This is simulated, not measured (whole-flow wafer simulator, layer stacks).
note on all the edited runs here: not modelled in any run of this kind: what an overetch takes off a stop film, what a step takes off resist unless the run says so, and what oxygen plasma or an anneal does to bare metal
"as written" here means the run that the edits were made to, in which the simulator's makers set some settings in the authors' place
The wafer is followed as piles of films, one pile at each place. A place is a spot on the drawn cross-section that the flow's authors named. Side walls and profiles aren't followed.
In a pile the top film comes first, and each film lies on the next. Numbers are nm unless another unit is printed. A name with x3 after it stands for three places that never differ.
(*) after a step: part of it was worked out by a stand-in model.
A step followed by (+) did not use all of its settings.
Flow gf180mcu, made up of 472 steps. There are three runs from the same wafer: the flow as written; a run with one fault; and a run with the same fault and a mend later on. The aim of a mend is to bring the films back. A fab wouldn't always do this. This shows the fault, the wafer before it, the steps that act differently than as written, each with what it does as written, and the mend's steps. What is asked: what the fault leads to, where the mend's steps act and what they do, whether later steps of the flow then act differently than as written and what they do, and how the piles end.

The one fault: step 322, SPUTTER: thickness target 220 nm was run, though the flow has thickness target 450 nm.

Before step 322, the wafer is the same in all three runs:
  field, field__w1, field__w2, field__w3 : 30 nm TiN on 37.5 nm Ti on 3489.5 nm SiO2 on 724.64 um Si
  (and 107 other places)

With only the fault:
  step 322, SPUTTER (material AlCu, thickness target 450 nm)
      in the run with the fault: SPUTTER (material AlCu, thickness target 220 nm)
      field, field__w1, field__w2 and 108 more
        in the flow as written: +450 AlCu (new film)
        in the run with the fault: +220 AlCu (new film)
  Later steps of the flow acting differently than as written:
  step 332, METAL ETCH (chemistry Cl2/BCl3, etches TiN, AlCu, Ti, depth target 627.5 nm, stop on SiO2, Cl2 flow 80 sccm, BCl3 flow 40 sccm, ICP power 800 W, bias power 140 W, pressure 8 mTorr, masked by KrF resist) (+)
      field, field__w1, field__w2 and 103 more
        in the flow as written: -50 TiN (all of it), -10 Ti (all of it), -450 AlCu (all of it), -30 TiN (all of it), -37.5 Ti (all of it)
        in the run with the fault: -50 TiN (all of it), -10 Ti (all of it), -220 AlCu (all of it), -30 TiN (all of it), -37.5 Ti (all of it)
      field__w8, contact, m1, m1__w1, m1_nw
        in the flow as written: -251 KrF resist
        in the run with the fault: -208.5 KrF resist
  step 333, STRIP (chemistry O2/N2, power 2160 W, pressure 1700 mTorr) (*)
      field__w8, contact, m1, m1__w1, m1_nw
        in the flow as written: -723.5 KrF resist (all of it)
        in the run with the fault: -766 KrF resist (all of it)
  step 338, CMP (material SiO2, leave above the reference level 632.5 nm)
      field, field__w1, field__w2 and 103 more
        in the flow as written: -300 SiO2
        in the run with the fault: -530 SiO2
  The piles end different from the flow's at field, field__w1, field__w2 and 109 more by more than 2% or 0.5 nm, whichever is larger.
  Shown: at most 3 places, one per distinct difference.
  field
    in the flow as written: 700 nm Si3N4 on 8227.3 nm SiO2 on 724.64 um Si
    in the run with the fault: 700 nm Si3N4 on 7997.3 nm SiO2 on 724.64 um Si
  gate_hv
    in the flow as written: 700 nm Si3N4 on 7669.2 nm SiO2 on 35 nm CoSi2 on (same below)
    in the run with the fault: 700 nm Si3N4 on 7439.2 nm SiO2 on 35 nm CoSi2 on (same below)
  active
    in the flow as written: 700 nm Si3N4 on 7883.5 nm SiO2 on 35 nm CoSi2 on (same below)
    in the run with the fault: 700 nm Si3N4 on 7653.5 nm SiO2 on 35 nm CoSi2 on (same below)

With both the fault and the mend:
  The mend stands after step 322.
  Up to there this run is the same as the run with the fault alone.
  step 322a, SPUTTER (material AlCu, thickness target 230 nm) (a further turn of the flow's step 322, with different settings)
      field, field__w1, field__w2 and 108 more
        +230 AlCu
  None of the later steps of the flow acts differently than as written at any place that is followed.
  By the end, the piles equal the flow's at every place that both follow.
